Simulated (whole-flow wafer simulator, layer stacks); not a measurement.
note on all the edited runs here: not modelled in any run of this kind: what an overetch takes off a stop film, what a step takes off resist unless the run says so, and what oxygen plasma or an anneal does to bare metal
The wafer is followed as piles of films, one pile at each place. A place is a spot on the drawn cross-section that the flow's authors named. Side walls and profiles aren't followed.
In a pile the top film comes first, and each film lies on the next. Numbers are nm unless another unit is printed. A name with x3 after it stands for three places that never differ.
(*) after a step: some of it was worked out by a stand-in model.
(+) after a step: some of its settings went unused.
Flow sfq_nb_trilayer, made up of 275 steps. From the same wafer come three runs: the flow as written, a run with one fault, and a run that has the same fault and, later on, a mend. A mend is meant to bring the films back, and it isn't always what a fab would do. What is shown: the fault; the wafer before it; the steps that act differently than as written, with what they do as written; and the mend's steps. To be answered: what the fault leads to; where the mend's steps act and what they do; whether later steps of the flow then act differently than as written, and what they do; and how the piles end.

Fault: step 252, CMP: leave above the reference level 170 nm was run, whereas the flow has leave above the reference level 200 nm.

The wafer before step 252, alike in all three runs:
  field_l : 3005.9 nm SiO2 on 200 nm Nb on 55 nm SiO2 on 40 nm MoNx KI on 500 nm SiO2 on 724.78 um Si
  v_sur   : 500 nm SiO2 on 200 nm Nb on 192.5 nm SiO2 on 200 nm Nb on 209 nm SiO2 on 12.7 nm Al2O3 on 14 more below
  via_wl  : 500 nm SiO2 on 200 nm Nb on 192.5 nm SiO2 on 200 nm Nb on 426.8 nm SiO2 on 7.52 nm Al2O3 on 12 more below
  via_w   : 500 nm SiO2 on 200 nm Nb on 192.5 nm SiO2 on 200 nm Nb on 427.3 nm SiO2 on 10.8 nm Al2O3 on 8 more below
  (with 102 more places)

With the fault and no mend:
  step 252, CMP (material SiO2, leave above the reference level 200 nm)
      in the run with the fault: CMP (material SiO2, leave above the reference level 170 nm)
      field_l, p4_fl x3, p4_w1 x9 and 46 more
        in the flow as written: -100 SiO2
        in the run with the fault: -130 SiO2
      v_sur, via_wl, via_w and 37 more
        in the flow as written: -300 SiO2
        in the run with the fault: -330 SiO2
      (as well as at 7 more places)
  Later steps of the flow acting differently than as written (4 more steps, not shown, differ only slightly: by at most 2% or 0.5 nm, whichever is larger):
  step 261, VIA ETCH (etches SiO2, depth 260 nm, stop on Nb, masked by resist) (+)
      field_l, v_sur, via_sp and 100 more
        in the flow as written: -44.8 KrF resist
        in the run with the fault: -43.9 KrF resist
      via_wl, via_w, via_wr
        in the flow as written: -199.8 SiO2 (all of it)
        in the run with the fault: -169.8 SiO2 (all of it)
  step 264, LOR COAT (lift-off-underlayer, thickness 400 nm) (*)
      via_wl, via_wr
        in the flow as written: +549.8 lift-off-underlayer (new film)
        in the run with the fault: +527.3 lift-off-underlayer (new film)
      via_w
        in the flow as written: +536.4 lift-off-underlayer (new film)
        in the run with the fault: +516 lift-off-underlayer (new film)
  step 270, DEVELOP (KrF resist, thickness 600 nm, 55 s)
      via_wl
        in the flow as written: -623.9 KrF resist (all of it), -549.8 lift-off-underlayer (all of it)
        in the run with the fault: -620.1 KrF resist (all of it), -527.3 lift-off-underlayer (all of it)
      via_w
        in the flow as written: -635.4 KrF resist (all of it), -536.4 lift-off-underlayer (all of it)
        in the run with the fault: -629.9 KrF resist (all of it), -516 lift-off-underlayer (all of it)
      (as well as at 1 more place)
  At v_sur, via_sp, via_v and 83 more, the piles at the end differ from the flow's by more than 2% or 0.5 nm, whichever is larger.
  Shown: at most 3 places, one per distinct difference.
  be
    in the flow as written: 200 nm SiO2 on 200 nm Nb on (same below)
    in the run with the fault: 170 nm SiO2 on 200 nm Nb on (same below)
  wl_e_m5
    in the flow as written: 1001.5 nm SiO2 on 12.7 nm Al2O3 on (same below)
    in the run with the fault: 971.5 nm SiO2 on 12.7 nm Al2O3 on (same below)
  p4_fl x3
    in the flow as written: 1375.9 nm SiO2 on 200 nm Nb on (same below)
    in the run with the fault: 1345.9 nm SiO2 on 200 nm Nb on (same below)

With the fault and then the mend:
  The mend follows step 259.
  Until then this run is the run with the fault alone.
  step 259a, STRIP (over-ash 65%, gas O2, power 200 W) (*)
      field_l, v_sur, via_sp and 100 more
        -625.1 KrF resist (all of it), -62 anti-reflective coat (all of it)
      via_wl, via_w, via_wr
        -62 anti-reflective coat (all of it)
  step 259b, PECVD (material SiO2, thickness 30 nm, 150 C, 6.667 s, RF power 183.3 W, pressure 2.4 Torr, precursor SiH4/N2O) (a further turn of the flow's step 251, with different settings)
      field_l, v_sur, via_wl and 103 more
        +30 SiO2
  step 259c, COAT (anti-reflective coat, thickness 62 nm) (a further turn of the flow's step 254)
      field_l, v_sur, via_wl and 103 more
        +62 anti-reflective coat (new film)
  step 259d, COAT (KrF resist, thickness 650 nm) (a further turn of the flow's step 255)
      field_l, v_sur, via_wl and 103 more
        +650 KrF resist (new film)
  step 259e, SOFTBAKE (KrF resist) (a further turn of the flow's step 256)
      leaves every film unchanged at each place that is followed
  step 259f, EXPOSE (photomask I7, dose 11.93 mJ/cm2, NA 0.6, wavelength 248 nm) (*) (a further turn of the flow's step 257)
      leaves every film unchanged at each place that is followed
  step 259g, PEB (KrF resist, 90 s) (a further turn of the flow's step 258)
      field_l, v_sur, via_wl and 103 more
        -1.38 KrF resist
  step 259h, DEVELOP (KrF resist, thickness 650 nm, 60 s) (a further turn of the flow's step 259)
      field_l, v_sur, via_sp and 100 more
        -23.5 KrF resist
      via_wl, via_w, via_wr
        -648.6 KrF resist (all of it)
  None of the later steps of the flow acts differently than as written at any place that is followed.
  At every place that both follow, the piles at the end match the flow's.
